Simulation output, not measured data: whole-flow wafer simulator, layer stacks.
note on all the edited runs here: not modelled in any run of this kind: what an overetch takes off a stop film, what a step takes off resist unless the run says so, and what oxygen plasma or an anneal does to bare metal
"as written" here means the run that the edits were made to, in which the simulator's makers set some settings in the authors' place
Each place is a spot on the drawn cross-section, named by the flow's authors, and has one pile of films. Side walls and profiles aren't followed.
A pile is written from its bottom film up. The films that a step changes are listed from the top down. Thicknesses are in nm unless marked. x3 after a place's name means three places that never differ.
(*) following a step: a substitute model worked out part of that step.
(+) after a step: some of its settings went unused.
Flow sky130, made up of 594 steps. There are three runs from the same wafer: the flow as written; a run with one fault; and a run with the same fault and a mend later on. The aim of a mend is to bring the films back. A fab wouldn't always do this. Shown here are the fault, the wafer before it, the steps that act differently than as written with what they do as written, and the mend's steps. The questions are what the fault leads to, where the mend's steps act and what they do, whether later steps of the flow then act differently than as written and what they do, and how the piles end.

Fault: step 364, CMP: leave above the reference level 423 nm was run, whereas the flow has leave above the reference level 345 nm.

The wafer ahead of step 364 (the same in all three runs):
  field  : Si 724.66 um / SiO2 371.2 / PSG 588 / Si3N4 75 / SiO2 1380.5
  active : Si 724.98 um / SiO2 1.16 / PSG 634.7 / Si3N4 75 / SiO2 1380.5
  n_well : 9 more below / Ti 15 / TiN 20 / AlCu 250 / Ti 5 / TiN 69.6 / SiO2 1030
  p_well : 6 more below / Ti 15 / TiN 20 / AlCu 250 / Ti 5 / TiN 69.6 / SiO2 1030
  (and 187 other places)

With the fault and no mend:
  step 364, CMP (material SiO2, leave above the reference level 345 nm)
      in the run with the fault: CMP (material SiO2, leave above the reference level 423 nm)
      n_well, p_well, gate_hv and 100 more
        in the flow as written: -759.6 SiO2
        in the run with the fault: -681.6 SiO2
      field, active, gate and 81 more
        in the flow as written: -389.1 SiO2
        in the run with the fault: -311.1 SiO2
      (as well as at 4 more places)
  Steps further on in the flow that do not act as written (9 other steps are not shown; they differ only slightly, by no more than 2% or 0.5 nm, whichever is larger):
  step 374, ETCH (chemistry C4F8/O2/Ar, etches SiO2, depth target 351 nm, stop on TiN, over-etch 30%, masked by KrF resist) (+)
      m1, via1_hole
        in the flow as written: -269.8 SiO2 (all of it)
        in the run with the fault: -347.8 SiO2 (all of it)
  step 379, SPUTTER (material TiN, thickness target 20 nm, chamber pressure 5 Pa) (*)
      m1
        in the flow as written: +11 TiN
        in the run with the fault: +9.58 TiN
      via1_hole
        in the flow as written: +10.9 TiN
        in the run with the fault: +9.57 TiN
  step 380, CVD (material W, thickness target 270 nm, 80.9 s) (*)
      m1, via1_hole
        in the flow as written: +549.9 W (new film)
        in the run with the fault: +629.3 W (new film)
  At n_well, p_well, gate_hv and 120 more, the piles at the end differ from the flow's by more than 2% or 0.5 nm, whichever is larger.
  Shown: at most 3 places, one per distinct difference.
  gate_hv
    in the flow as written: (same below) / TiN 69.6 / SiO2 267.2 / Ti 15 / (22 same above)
    in the run with the fault: (same below) / TiN 69.6 / SiO2 345.2 / Ti 15 / (22 same above)
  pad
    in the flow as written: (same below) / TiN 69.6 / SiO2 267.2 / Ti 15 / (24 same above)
    in the run with the fault: (same below) / TiN 69.6 / SiO2 345.2 / Ti 15 / (24 same above)
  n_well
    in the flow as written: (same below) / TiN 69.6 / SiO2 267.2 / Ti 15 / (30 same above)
    in the run with the fault: (same below) / TiN 69.6 / SiO2 345.2 / Ti 15 / (30 same above)

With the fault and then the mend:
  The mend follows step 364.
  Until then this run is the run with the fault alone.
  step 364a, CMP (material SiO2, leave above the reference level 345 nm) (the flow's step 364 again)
      field, active, n_well and 188 more
        -78 SiO2
  None of the later steps of the flow acts differently than as written at any place that is followed.
  At every place that both follow, the piles at the end match the flow's.
